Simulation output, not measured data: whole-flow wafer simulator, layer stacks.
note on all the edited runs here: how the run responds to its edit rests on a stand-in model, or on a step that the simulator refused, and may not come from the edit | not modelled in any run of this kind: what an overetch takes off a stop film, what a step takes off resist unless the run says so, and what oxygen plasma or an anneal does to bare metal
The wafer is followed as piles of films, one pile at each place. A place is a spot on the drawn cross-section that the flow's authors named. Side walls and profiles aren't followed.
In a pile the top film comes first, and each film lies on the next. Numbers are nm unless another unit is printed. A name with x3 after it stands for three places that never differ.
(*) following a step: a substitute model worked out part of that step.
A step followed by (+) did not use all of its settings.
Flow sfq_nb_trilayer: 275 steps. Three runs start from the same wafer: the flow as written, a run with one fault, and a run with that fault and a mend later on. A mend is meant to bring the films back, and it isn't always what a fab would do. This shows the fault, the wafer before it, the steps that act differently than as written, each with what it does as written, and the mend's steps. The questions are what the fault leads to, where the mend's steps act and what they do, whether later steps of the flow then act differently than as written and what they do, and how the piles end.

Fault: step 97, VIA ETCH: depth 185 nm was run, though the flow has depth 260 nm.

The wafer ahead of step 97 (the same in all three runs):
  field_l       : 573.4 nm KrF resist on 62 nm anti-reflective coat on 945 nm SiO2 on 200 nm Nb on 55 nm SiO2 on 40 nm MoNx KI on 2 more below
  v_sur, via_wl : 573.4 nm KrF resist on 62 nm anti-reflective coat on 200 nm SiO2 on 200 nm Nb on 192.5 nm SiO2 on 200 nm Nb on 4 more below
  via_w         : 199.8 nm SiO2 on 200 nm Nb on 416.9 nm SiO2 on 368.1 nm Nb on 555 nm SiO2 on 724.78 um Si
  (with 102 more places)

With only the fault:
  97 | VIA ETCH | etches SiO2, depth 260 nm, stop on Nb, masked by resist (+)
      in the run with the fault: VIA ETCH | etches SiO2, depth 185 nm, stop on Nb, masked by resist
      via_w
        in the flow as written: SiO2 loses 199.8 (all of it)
        in the run with the fault: SiO2 loses 185
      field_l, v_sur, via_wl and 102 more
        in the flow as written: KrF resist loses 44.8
        in the run with the fault: KrF resist loses 31.9
  Steps further on in the flow that do not act as written (4 more steps, not shown, differ only slightly: by at most 2% or 0.5 nm, whichever is larger):
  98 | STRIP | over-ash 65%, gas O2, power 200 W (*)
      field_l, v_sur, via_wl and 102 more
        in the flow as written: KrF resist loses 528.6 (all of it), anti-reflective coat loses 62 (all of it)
        in the run with the fault: KrF resist loses 541.5 (all of it), anti-reflective coat loses 62 (all of it)
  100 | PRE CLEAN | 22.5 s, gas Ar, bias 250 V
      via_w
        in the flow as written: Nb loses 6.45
        in the run with the fault: SiO2 loses 7.5
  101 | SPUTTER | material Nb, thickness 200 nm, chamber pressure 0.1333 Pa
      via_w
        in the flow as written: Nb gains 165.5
        in the run with the fault: Nb gains 168.5 (new film)
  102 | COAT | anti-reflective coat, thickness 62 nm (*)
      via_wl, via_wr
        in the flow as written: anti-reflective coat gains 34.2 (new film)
        in the run with the fault: anti-reflective coat gains 25.9 (new film)
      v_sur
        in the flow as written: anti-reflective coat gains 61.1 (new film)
        in the run with the fault: anti-reflective coat gains 58.4 (new film)
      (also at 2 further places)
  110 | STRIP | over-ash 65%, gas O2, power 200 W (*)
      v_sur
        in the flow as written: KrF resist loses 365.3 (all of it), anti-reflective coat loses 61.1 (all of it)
        in the run with the fault: KrF resist loses 367 (all of it), anti-reflective coat loses 58.4 (all of it)
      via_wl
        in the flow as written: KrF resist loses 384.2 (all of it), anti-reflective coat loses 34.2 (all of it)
        in the run with the fault: KrF resist loses 391.4 (all of it), anti-reflective coat loses 25.9 (all of it)
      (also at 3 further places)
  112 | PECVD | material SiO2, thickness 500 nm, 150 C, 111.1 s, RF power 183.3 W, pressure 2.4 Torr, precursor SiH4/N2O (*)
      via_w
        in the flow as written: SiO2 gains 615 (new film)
        in the run with the fault: SiO2 gains 573.7 (new film)
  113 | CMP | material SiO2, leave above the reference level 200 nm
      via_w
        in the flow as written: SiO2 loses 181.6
        in the run with the fault: SiO2 loses 157.1
  By the end, the piles at via_w depart from the flow's by more than 2% or 0.5 nm, whichever is larger.
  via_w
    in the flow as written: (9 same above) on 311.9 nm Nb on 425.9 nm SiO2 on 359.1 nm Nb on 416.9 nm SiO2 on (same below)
    in the run with the fault: (9 same above) on 311.9 nm Nb on 409.1 nm SiO2 on 168.5 nm Nb on 7.34 nm SiO2 on 200 nm Nb on 416.9 nm SiO2 on (same below)

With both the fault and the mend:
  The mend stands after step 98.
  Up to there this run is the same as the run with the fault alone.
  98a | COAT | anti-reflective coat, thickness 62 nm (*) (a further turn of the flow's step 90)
      p4_fl x3, p4_w1 x9, p4_g1 x2 and 63 more
        anti-reflective coat gains 62 (new film)
      res, r_end, moat and 8 more
        anti-reflective coat gains 61.8 (new film)
      jj_sur, ce_l, c5j, ce_r, sp_r, be_r, r_sur
        anti-reflective coat gains 61.7 (new film)
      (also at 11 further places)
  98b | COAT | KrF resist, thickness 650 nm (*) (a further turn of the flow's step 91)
      p4_fl x3, p4_w1 x9, p4_g1 x2 and 63 more
        KrF resist gains 650 (new film)
      moat, field_r, lsp_l, ln_m5, lsp_m, ln_m6, lsp_r, l0_sur
        KrF resist gains 649.5 (new film)
      r_sur, res, r_end, l0v
        KrF resist gains 649.4 (new film)
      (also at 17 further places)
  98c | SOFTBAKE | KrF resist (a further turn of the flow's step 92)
      leaves every film unchanged at each place that is followed
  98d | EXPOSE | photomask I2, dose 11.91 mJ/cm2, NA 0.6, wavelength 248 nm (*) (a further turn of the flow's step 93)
      leaves every film unchanged at each place that is followed
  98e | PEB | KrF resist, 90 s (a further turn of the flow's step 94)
      jj_sur, ce_l, c5j and 92 more
        KrF resist loses 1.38
      via_v, wire, be, be_sur, gap
        KrF resist loses 1.37
      v_sur, via_sp
        KrF resist loses 1.35
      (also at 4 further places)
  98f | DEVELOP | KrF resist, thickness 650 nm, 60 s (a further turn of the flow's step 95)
      field_l, v_sur, via_wl and 102 more
        KrF resist loses 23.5
      via_w
        KrF resist loses 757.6 (all of it)
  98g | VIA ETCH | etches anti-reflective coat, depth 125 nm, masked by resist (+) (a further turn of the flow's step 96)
      field_l, v_sur, via_wl and 102 more
        KrF resist loses 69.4
      via_w
        anti-reflective coat loses 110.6 (all of it)
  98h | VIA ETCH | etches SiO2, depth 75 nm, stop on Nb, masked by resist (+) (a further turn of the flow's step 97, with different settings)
      field_l, v_sur, via_wl and 102 more
        KrF resist loses 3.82
      via_w
        SiO2 loses 14.8 (all of it)
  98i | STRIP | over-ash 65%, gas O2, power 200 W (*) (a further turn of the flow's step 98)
      p4_fl x3, p4_w1 x9, p4_g1 x2 and 63 more
        KrF resist loses 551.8 (all of it), anti-reflective coat loses 62 (all of it)
      r_end, moat, field_r, lsp_l, ln_m5, lsp_m, lsp_r, l0_sur
        KrF resist loses 551.3 (all of it), anti-reflective coat loses 61.8 (all of it)
      ce_l, c5j
        KrF resist loses 551 (all of it), anti-reflective coat loses 61.7 (all of it)
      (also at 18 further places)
  Every later step of the flow that is run acts as written at every place that is followed.
  By the end, the piles equal the flow's at every place that both follow.
